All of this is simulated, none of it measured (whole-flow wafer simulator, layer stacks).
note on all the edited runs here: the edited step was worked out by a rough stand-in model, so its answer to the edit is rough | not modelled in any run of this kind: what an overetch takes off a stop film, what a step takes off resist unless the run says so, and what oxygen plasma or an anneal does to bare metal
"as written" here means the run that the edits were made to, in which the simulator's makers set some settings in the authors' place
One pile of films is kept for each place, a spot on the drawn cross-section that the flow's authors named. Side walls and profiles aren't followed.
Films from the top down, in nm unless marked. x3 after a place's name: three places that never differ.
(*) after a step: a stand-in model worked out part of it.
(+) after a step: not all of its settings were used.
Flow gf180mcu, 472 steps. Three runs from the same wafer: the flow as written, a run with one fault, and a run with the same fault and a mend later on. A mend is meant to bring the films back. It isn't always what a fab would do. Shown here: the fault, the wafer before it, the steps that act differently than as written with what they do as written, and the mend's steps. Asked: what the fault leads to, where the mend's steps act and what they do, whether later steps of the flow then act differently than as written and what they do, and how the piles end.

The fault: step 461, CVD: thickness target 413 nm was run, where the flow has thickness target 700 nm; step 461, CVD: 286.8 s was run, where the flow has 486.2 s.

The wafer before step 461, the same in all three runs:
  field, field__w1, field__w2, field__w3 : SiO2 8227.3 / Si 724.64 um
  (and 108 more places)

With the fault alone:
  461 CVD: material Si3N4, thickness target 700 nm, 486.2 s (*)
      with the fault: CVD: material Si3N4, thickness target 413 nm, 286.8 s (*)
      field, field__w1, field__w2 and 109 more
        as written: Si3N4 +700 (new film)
        with the fault: Si3N4 +413.1 (new film)
  Later steps of the flow that act differently than as written (4 more steps differ only slightly, by at most 2% or 0.5 nm, whichever is larger, and aren't shown):
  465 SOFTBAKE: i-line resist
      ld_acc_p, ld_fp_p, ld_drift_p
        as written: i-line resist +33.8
        with the fault: i-line resist +32.3
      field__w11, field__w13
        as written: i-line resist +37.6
        with the fault: i-line resist +36.2
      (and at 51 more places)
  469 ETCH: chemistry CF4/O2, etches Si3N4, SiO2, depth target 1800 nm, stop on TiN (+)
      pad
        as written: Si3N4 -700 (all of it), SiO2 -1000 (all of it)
        with the fault: Si3N4 -413.1 (all of it), SiO2 -1000 (all of it)
  At the end the piles differ from the flow's by more than 2% or 0.5 nm, whichever is larger, at field, field__w1, field__w2 and 108 more.
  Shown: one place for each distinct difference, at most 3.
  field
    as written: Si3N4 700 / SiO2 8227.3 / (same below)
    with the fault: Si3N4 413.1 / SiO2 8227.3 / (same below)
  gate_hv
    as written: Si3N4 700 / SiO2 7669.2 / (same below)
    with the fault: Si3N4 413.1 / SiO2 7669.2 / (same below)
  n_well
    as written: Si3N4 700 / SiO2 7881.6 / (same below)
    with the fault: Si3N4 413.1 / SiO2 7881.6 / (same below)

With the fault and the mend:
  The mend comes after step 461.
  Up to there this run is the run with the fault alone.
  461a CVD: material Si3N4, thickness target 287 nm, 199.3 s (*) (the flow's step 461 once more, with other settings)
      field, field__w1, field__w2 and 109 more
        Si3N4 +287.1
  No later step of the flow acts differently than as written, at any place that is followed, by more than 2% or 0.5 nm, whichever is larger.
  At the end the piles differ from the flow's only slightly at the places that both follow, by at most 2% or 0.5 nm, whichever is larger.
